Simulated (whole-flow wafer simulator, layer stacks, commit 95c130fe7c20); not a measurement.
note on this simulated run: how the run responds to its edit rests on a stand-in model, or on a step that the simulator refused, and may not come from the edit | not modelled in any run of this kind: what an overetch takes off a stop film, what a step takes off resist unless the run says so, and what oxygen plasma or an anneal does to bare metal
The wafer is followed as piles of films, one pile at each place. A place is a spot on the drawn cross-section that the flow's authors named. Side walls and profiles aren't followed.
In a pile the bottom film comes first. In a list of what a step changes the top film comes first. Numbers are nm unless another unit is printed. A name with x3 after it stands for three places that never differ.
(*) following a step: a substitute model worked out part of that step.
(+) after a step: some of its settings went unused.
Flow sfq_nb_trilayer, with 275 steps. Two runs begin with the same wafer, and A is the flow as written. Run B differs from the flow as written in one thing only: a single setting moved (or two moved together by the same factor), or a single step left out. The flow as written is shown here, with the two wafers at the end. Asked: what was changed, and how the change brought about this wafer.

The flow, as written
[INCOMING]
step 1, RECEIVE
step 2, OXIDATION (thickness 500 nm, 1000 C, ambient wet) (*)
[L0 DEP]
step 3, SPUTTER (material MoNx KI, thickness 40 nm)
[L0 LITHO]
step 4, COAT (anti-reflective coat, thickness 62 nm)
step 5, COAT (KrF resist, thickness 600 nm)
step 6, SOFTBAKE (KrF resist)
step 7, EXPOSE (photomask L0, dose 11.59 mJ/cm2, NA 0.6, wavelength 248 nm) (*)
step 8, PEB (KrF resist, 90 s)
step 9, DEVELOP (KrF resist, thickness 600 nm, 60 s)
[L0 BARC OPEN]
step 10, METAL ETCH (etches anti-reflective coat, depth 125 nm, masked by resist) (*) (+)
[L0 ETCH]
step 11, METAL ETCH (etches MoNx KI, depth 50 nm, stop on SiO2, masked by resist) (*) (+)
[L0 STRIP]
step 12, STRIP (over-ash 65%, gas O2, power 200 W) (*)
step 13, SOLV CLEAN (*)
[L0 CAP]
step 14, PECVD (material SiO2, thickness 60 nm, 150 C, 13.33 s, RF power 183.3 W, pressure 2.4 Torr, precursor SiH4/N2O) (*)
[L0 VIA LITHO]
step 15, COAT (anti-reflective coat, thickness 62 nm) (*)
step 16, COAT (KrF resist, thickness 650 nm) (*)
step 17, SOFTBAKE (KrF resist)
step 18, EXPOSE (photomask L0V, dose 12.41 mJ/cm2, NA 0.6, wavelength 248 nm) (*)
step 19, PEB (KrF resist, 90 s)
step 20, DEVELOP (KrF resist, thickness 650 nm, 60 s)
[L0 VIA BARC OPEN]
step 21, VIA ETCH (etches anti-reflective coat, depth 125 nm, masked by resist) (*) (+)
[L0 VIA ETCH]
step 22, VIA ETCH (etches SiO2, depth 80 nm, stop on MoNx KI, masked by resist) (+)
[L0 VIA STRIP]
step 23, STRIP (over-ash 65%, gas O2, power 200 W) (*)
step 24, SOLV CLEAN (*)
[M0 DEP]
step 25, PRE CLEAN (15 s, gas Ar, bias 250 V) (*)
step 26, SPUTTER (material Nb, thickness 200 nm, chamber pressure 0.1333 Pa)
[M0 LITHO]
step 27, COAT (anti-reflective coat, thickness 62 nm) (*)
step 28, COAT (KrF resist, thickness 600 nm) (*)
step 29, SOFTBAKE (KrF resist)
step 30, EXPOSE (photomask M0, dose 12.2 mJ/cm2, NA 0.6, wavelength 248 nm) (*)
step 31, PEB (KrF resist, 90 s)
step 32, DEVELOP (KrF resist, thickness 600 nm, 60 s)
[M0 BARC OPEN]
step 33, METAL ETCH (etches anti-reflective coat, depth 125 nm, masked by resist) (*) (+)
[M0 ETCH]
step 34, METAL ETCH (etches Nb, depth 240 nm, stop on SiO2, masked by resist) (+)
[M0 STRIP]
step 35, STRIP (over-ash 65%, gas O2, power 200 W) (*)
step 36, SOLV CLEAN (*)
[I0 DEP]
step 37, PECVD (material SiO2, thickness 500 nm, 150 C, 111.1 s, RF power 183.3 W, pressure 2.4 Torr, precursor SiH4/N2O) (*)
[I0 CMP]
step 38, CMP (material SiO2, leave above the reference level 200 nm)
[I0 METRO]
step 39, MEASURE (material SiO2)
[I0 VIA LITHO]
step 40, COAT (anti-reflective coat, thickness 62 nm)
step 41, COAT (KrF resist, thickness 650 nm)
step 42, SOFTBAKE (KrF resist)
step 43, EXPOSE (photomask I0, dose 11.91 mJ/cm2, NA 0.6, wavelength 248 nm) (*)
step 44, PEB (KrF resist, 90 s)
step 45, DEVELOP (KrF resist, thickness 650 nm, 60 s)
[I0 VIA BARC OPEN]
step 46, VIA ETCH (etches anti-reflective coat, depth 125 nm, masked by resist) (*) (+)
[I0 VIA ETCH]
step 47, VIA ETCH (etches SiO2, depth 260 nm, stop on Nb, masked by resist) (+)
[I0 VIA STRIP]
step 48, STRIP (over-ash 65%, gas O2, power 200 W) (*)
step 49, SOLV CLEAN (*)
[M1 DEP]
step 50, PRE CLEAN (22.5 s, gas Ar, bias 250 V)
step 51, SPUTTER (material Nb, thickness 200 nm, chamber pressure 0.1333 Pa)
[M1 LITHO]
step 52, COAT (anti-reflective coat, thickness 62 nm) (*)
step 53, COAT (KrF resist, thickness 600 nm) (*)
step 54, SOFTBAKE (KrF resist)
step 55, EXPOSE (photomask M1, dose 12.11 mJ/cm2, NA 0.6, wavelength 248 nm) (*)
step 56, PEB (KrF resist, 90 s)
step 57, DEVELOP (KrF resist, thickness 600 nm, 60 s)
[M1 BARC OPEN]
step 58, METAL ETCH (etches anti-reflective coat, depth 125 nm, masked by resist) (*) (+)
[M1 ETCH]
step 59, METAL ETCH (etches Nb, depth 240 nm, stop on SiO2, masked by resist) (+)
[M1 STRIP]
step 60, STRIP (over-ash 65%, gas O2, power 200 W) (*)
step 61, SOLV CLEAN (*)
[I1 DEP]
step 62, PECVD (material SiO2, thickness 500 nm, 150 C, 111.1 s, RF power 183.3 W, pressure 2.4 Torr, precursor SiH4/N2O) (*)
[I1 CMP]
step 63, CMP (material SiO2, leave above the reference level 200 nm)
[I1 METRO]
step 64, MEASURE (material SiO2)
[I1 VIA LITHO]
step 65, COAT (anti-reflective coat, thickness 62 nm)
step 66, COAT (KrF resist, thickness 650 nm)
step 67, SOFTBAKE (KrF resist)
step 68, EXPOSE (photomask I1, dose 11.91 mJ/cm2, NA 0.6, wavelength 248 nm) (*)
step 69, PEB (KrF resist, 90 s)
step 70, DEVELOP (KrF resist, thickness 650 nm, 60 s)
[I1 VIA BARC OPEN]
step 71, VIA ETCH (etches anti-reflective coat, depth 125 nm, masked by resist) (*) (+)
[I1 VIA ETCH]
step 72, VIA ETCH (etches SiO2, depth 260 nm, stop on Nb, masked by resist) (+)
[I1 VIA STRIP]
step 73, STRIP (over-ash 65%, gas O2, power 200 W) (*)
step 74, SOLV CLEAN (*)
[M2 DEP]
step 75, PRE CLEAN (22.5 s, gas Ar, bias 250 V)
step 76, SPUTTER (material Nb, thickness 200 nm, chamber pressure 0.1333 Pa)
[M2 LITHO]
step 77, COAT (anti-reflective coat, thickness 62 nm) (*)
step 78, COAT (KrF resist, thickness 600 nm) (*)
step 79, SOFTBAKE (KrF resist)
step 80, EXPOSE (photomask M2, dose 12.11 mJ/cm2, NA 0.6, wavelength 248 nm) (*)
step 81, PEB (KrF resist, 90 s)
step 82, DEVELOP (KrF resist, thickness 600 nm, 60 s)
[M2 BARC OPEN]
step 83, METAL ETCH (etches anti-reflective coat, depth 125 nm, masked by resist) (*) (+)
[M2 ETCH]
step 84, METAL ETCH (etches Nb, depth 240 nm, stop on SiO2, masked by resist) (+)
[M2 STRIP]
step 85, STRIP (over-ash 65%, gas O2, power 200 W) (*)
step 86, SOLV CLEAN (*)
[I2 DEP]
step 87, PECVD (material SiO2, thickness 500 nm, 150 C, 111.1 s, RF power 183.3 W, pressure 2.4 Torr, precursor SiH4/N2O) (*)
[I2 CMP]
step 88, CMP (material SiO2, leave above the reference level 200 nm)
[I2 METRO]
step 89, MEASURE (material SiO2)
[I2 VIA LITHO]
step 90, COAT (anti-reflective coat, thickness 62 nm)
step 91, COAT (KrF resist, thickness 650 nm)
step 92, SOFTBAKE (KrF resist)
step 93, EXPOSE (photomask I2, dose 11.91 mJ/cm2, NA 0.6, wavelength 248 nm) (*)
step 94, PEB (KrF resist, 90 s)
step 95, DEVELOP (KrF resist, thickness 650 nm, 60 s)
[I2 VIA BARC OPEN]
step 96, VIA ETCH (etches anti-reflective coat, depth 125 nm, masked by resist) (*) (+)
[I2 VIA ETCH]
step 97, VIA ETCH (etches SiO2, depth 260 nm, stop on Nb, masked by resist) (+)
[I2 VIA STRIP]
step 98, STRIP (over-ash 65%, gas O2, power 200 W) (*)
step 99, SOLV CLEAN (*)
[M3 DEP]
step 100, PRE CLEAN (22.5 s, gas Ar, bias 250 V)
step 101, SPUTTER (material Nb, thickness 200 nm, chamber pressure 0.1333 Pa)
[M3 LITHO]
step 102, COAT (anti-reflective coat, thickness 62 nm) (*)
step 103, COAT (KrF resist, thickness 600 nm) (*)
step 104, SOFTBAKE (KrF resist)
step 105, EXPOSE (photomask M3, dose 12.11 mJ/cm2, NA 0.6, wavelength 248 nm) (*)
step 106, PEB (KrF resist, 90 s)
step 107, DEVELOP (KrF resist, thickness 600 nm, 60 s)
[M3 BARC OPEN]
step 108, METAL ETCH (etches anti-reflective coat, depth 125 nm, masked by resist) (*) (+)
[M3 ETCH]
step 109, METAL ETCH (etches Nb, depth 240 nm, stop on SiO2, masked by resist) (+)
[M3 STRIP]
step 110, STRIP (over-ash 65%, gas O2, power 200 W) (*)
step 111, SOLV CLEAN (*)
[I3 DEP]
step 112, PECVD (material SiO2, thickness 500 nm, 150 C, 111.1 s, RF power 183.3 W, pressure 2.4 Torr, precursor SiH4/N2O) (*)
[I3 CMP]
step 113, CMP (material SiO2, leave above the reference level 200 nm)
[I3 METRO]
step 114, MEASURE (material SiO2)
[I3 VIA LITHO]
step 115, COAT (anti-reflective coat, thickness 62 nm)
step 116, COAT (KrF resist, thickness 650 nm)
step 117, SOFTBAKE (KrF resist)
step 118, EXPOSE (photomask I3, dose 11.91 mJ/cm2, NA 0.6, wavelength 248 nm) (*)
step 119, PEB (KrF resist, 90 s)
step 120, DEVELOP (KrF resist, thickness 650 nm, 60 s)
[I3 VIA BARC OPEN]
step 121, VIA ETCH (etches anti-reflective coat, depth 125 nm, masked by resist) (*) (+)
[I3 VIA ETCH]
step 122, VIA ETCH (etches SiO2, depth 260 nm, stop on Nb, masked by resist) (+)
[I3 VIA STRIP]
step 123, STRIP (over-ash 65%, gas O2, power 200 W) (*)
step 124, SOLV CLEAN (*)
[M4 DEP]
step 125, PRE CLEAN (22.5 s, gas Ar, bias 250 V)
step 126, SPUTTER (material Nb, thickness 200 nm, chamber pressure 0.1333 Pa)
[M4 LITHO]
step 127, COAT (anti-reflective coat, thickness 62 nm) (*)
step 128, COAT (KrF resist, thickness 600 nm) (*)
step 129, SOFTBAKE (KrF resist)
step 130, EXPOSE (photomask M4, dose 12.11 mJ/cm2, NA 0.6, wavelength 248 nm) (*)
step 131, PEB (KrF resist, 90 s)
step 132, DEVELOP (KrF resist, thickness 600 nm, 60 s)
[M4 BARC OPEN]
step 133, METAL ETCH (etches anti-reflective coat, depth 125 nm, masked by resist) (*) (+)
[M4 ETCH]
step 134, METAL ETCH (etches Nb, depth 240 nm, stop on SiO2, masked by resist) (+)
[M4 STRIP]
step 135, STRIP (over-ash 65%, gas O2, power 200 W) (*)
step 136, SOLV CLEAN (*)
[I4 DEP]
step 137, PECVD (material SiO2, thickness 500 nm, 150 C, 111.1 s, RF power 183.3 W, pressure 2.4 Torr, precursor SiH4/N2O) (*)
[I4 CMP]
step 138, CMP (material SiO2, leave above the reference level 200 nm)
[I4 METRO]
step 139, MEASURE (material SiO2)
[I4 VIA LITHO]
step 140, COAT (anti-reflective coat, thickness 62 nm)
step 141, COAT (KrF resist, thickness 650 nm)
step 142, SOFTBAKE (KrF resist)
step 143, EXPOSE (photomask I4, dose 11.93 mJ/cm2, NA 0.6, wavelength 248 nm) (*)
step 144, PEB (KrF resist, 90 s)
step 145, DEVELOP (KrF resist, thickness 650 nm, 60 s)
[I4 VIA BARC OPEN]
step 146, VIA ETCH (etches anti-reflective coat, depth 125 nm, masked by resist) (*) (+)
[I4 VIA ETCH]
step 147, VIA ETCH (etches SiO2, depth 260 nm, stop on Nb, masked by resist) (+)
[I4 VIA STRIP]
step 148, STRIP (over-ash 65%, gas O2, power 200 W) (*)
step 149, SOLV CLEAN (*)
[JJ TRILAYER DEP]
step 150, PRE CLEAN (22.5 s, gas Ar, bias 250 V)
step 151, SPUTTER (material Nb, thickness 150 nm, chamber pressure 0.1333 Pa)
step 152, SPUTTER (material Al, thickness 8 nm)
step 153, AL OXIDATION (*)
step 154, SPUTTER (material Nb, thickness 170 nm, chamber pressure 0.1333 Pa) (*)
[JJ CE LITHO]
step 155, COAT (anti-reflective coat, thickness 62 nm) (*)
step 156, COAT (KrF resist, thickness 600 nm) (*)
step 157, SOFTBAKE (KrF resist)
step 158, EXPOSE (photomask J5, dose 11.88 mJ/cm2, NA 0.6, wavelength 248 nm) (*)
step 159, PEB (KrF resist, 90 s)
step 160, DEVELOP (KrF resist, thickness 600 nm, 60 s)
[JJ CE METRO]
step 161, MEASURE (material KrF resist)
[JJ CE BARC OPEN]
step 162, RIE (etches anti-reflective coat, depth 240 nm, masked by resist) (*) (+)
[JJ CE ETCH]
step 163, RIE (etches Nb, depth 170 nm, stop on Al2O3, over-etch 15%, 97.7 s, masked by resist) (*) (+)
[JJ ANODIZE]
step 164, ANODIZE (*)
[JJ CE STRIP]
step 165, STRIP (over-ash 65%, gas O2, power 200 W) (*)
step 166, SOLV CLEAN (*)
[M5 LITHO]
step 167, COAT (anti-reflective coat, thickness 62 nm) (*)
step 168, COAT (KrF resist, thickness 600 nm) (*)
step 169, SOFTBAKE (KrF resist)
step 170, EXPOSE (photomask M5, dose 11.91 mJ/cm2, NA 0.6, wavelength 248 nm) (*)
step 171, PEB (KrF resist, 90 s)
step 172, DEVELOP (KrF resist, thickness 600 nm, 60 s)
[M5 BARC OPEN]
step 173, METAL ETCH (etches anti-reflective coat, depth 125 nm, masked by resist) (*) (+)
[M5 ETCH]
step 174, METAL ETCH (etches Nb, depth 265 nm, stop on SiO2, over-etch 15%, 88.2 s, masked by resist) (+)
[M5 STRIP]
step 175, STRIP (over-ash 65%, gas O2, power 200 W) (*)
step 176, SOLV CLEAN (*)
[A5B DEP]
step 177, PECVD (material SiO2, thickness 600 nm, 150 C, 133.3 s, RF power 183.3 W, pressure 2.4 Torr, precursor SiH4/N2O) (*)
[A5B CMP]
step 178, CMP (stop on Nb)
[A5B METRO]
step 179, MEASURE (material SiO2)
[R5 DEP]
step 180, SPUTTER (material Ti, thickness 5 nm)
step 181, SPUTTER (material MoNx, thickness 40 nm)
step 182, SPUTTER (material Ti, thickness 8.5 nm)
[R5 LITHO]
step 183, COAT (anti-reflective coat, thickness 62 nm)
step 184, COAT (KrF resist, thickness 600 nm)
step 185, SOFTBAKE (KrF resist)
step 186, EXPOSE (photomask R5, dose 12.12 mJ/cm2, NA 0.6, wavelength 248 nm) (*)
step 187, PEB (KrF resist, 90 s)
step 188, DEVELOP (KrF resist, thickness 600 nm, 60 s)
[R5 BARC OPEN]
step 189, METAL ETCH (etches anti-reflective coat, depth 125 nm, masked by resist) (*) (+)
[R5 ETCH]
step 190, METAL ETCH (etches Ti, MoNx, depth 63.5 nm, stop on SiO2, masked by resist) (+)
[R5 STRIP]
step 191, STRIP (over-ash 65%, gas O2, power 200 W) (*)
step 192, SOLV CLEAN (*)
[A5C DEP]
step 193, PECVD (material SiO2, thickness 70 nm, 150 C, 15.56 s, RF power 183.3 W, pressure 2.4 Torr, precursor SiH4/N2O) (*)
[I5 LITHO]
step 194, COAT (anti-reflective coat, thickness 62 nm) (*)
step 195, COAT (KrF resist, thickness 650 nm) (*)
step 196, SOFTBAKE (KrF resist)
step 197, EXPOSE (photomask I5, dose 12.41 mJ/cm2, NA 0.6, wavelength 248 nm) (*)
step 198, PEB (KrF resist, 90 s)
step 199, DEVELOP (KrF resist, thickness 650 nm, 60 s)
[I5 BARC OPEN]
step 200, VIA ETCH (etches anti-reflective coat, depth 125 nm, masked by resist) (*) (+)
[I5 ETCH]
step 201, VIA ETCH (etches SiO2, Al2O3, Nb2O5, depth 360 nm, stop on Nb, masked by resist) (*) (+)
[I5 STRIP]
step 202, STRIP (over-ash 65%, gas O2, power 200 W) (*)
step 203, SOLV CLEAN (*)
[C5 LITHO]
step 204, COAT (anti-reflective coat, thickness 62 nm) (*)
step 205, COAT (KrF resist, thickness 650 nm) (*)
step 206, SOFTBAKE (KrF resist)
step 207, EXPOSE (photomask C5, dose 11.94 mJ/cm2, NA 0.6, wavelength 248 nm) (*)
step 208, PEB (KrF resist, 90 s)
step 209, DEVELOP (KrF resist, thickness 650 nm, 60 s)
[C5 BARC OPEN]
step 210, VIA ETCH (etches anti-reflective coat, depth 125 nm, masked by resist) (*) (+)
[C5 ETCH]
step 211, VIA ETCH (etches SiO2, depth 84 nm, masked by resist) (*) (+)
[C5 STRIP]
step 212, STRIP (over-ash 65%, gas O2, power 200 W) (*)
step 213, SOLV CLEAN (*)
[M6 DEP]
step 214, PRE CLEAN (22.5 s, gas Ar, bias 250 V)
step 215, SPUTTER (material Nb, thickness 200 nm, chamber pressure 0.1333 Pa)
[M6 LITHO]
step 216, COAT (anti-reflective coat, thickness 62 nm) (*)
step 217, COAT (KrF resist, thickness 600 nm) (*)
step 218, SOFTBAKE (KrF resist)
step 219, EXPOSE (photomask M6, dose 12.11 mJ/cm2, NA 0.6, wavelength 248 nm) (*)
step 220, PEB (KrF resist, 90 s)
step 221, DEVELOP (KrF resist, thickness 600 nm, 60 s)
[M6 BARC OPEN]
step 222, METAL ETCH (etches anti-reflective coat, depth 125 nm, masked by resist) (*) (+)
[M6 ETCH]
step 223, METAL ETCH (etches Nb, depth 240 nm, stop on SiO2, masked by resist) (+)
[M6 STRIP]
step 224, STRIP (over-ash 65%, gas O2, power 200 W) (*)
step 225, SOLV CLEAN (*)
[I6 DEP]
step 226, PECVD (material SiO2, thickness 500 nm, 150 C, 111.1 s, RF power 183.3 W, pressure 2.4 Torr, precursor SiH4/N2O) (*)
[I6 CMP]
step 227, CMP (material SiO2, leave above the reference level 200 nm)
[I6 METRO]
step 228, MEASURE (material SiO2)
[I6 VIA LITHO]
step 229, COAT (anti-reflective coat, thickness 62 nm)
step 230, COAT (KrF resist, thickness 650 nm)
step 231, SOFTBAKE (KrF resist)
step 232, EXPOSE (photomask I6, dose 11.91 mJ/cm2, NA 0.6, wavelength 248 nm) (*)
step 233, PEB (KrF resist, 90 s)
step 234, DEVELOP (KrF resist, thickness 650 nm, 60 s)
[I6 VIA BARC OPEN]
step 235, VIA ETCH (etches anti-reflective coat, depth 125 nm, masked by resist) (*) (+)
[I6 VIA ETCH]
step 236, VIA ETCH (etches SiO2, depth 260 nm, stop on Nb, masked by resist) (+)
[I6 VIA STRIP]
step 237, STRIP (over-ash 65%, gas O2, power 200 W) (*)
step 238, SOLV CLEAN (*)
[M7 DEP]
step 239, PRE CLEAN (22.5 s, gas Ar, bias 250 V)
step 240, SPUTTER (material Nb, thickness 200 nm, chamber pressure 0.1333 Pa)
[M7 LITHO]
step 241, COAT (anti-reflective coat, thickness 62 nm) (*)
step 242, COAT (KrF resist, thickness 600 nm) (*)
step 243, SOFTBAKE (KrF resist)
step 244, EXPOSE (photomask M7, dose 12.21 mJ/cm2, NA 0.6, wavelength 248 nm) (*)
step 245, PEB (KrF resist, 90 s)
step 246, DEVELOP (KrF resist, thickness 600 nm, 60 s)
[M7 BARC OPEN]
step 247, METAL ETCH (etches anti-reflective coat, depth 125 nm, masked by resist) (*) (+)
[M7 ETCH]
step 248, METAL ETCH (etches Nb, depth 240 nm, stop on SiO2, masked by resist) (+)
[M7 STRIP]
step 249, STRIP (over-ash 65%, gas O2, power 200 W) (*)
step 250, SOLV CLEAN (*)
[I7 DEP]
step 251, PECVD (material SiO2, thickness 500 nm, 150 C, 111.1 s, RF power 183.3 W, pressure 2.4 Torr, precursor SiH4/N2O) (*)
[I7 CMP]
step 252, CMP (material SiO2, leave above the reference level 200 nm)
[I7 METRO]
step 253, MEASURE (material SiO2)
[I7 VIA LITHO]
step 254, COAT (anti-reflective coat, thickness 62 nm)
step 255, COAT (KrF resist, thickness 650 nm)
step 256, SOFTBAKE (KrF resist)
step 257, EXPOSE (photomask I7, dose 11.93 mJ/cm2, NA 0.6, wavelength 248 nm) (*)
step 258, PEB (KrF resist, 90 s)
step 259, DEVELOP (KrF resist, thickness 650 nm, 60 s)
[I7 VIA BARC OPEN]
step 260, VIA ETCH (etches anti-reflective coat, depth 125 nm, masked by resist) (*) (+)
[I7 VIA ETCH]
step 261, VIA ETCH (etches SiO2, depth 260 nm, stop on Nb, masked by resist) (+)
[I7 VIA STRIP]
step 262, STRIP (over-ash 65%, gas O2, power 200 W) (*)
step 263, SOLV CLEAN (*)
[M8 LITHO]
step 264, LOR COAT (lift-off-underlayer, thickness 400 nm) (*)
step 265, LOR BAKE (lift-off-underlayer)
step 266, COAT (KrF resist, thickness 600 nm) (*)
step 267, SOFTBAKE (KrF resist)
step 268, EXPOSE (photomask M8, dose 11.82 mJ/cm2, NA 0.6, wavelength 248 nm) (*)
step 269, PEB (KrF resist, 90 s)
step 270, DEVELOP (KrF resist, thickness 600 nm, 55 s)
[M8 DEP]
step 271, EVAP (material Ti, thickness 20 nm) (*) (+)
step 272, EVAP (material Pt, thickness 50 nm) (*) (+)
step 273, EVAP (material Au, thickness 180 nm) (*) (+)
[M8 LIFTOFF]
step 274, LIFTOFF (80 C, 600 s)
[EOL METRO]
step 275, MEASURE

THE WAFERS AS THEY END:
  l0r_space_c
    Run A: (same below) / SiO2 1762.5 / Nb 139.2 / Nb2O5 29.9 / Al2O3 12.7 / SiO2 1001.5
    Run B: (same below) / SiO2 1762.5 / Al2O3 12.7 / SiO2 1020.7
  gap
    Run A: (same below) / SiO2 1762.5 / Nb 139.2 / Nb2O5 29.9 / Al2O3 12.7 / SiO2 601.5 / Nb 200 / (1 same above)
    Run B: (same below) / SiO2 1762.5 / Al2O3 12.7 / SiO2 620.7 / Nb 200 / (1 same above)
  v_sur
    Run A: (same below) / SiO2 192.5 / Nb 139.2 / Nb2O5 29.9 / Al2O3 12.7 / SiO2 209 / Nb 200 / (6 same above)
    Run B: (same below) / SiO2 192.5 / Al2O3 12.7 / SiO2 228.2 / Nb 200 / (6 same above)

The reason: step 151, SPUTTER: material Nb, thickness 150 nm, chamber pressure 0.1333 Pa, was omitted.

The path from the change to this, step by step:
  step 152, SPUTTER (material Al, thickness 8 nm)
      via_wl, via_wr: A +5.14 Al (new film) | B +5.93 Al (new film)
  step 154, SPUTTER (material Nb, thickness 170 nm, chamber pressure 0.1333 Pa) (*)
      via_wl, via_wr: A +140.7 Nb (new film) | B +147.5 Nb (new film)
      via_w: A +141 Nb (new film) | B +147.7 Nb (new film)
  step 155, COAT (anti-reflective coat, thickness 62 nm) (*)
      via_wl, via_wr: A +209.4 anti-reflective coat (new film) | B +183 anti-reflective coat (new film)
      via_w: A +97.4 anti-reflective coat (new film) | B +92.3 anti-reflective coat (new film)
  step 156, COAT (KrF resist, thickness 600 nm) (*)
      via_w: A +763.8 KrF resist (new film) | B +746.3 KrF resist (new film)
  step 160, DEVELOP (KrF resist, thickness 600 nm, 60 s)
      via_w: A -762.1 KrF resist (all of it) | B -744.7 KrF resist (all of it)
  step 162, RIE (etches anti-reflective coat, depth 240 nm, masked by resist) (*) (+)
      ce_l, c5j, ce_r, wl_jj: A -209.4 KrF resist | B -183 KrF resist
      via_wl, via_wr: A -209.4 anti-reflective coat (all of it) | B -183 anti-reflective coat (all of it)
      (and at 1 other place as well)
  step 163, RIE (etches Nb, depth 170 nm, stop on Al2O3, over-etch 15%, 97.7 s, masked by resist) (*) (+)
      via_wl, via_wr: A -140.7 Nb (all of it), -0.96 Al2O3 (all of it) | B -147.5 Nb (all of it), -0.96 Al2O3 (all of it)
      via_w: A -141 Nb (all of it), -0.96 Al2O3 (all of it) | B -147.7 Nb (all of it), -0.96 Al2O3 (all of it)
  step 164, ANODIZE (*)
      field_l, v_sur, via_sp and 96 more: A +12.2 Al2O3, +29.9 Nb2O5 (new film), -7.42 Al (all of it), -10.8 Nb | B +12.2 Al2O3, -7.42 Al (all of it)
      via_wl, via_wr: A +7.52 Al2O3 (new film), +39.2 Nb2O5 (new film), -4.56 Al (all of it), -14.1 Nb | B +8.83 Al2O3 (new film), +36.8 Nb2O5 (new film), -5.35 Al (all of it), -13.3 Nb
      (and at 1 other place as well)
  step 165, STRIP (over-ash 65%, gas O2, power 200 W) (*)
      ce_l: A -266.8 KrF resist (all of it), -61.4 anti-reflective coat (all of it) | B -293.2 KrF resist (all of it), -61.5 anti-reflective coat (all of it)
      c5j: A -266.9 KrF resist (all of it), -61.5 anti-reflective coat (all of it) | B -293.3 KrF resist (all of it), -61.5 anti-reflective coat (all of it)
      (and at 2 other places as well)
  step 167, COAT (anti-reflective coat, thickness 62 nm) (*)
      wl_j_sl, wl_j_sr: A +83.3 anti-reflective coat (new film) | B +85.9 anti-reflective coat (new film)
      via_wl: A +170.5 anti-reflective coat (new film) | B +140.6 anti-reflective coat (new film)
      (and at 8 other places as well)
  step 168, COAT (KrF resist, thickness 600 nm) (*)
      via_w: A +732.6 KrF resist (new film) | B +709.4 KrF resist (new film)
      ce_l: A +528.3 KrF resist (new film) | B +516.7 KrF resist (new film)
      (and at 3 other places as well)
  step 174, METAL ETCH (etches Nb, depth 265 nm, stop on SiO2, over-etch 15%, 88.2 s, masked by resist) (+)
      field_l, r_sur, res and 50 more: A -12.6 Al2O3 (all of it), -29.9 Nb2O5 (all of it), -139.2 Nb (all of it), -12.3 SiO2 | B -12.6 Al2O3 (all of it), -29.2 SiO2
  step 175, STRIP (over-ash 65%, gas O2, power 200 W) (*)
      via_wl: A -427 KrF resist (all of it), -170.5 anti-reflective coat (all of it) | B -426.7 KrF resist (all of it), -140.6 anti-reflective coat (all of it)
      via_w: A -503.5 KrF resist (all of it), -84.1 anti-reflective coat (all of it) | B -480.3 KrF resist (all of it), -79.2 anti-reflective coat (all of it)
      (and at 9 other places as well)
  step 178, CMP (stop on Nb)
      v_sur, via_sp, via_v and 43 more: A -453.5 SiO2 | B -434.3 SiO2
      field_l, p4_fl, p4_fm and 39 more: A -259.3 SiO2 | B -392.4 SiO2
      (and at 14 other places as well)
  step 201, VIA ETCH (etches SiO2, Al2O3, Nb2O5, depth 360 nm, stop on Nb, masked by resist) (*) (+)
      be: A -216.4 SiO2 (all of it), -12.7 Al2O3 (all of it), -29.9 Nb2O5 (all of it) | B -235.5 SiO2 (all of it), -12.7 Al2O3 (all of it), -111.8 SiO2
  step 204, COAT (anti-reflective coat, thickness 62 nm) (*)
      wire: A +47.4 anti-reflective coat (new film) | B +44.4 anti-reflective coat (new film)
      be: A +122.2 anti-reflective coat (new film) | B +136.9 anti-reflective coat (new film)
      (and at 1 other place as well)
  ... 29 other steps ...
  step 274, LIFTOFF (80 C, 600 s)
      be: A -180 Au (all of it), -50 Pt (all of it), -20 Ti (all of it), -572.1 KrF resist (all of it), -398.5 lift-off-underlayer (all of it) | B -180 Au (all of it), -50 Pt (all of it), -20 Ti (all of it), -613.8 KrF resist (all of it), -720.8 lift-off-underlayer (all of it)
      be_sur: A -180 Au (all of it), -50 Pt (all of it), -20 Ti (all of it), -572.6 KrF resist (all of it), -398.9 lift-off-underlayer (all of it) | B -180 Au (all of it), -50 Pt (all of it), -20 Ti (all of it), -587.3 KrF resist (all of it), -366.3 lift-off-underlayer (all of it)
      (and at 1 other place as well)
If metal films that touch count as one body, l0r_space_c has 1 body; the flow as written gives 2 bodies (between them, from the top down: SiO2 1762.5).
If metal films that touch count as one body, gap has 2 bodies (between them, from the top down: SiO2 620.7 / Al2O3 12.7 / SiO2 1762.5); the flow as written gives 3 bodies (between them, from the top down: SiO2 601.5 / Al2O3 12.7 / Nb2O5 29.9; SiO2 1762.5).
If metal films that touch count as one body, v_sur has 8 bodies (between them, from the top down: SiO2 200; SiO2 192.5; SiO2 228.2 / Al2O3 12.7 / SiO2 192.5; SiO2 192.5; SiO2 192.5; SiO2 192.5; SiO2 192.5); the flow as written gives 9 bodies (between them, from the top down: SiO2 200; SiO2 192.5; SiO2 209 / Al2O3 12.7 / Nb2O5 29.9; SiO2 192.5; SiO2 192.5; SiO2 192.5; SiO2 192.5; SiO2 192.5).
